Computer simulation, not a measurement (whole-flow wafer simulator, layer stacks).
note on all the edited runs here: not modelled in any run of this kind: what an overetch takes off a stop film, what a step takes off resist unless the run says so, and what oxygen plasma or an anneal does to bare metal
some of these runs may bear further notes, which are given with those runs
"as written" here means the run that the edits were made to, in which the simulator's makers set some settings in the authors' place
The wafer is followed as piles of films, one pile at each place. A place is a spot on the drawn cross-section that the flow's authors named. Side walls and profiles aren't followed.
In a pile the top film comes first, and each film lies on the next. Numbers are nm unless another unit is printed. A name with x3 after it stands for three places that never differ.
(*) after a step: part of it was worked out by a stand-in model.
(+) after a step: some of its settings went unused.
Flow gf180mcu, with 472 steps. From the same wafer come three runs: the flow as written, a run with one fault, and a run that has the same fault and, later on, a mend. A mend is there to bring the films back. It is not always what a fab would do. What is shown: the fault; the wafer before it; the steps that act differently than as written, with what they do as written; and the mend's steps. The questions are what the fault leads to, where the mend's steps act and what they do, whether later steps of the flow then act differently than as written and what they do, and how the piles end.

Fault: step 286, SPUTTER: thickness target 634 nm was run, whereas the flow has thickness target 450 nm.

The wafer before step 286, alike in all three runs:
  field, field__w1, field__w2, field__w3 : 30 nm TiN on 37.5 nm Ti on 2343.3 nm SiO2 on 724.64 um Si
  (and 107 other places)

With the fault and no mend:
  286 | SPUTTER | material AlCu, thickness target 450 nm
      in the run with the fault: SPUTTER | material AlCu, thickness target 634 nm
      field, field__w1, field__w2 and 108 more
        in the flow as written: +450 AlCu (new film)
        in the run with the fault: +634 AlCu (new film)
  Later steps of the flow acting differently than as written:
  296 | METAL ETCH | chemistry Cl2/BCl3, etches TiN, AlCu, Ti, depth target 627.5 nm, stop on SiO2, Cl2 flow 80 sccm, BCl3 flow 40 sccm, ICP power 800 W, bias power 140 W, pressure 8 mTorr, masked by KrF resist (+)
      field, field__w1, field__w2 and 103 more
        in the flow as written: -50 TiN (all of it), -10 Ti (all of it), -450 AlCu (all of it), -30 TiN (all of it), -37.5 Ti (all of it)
        in the run with the fault: -50 TiN (all of it), -10 Ti (all of it), -567.5 AlCu
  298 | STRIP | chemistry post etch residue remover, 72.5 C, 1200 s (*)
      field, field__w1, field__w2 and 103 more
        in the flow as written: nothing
        in the run with the fault: -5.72 AlCu
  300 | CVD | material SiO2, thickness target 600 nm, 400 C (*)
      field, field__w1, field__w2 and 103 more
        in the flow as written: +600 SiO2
        in the run with the fault: +600 SiO2 (new film)
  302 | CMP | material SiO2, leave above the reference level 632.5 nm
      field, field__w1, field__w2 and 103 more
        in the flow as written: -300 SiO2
        in the run with the fault: -244.3 SiO2
  At field, field__w1, field__w2 and 109 more, the piles at the end differ from the flow's by more than 2% or 0.5 nm, whichever is larger.
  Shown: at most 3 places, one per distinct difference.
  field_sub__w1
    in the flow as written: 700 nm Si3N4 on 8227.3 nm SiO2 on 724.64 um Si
    in the run with the fault: 700 nm Si3N4 on 5939.7 nm SiO2 on 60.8 nm AlCu on 30 nm TiN on 37.5 nm Ti on 2343.2 nm SiO2 on 724.64 um Si
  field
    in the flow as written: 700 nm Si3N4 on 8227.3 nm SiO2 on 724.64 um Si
    in the run with the fault: 700 nm Si3N4 on 5939.7 nm SiO2 on 60.8 nm AlCu on 30 nm TiN on 37.5 nm Ti on 2343.3 nm SiO2 on 724.64 um Si
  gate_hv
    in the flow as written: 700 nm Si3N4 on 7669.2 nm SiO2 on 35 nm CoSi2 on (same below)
    in the run with the fault: 700 nm Si3N4 on 5939.7 nm SiO2 on 60.8 nm AlCu on 30 nm TiN on 37.5 nm Ti on 1785.1 nm SiO2 on 35 nm CoSi2 on (same below)

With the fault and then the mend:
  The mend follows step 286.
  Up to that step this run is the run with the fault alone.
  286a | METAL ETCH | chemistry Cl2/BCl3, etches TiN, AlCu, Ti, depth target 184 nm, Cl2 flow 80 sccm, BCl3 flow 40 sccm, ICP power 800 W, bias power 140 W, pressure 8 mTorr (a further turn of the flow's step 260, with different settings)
      field, field__w1, field__w2 and 108 more
        -184 AlCu
  None of the later steps of the flow acts differently than as written at any place that is followed.
  By the end, the piles equal the flow's at every place that both follow.
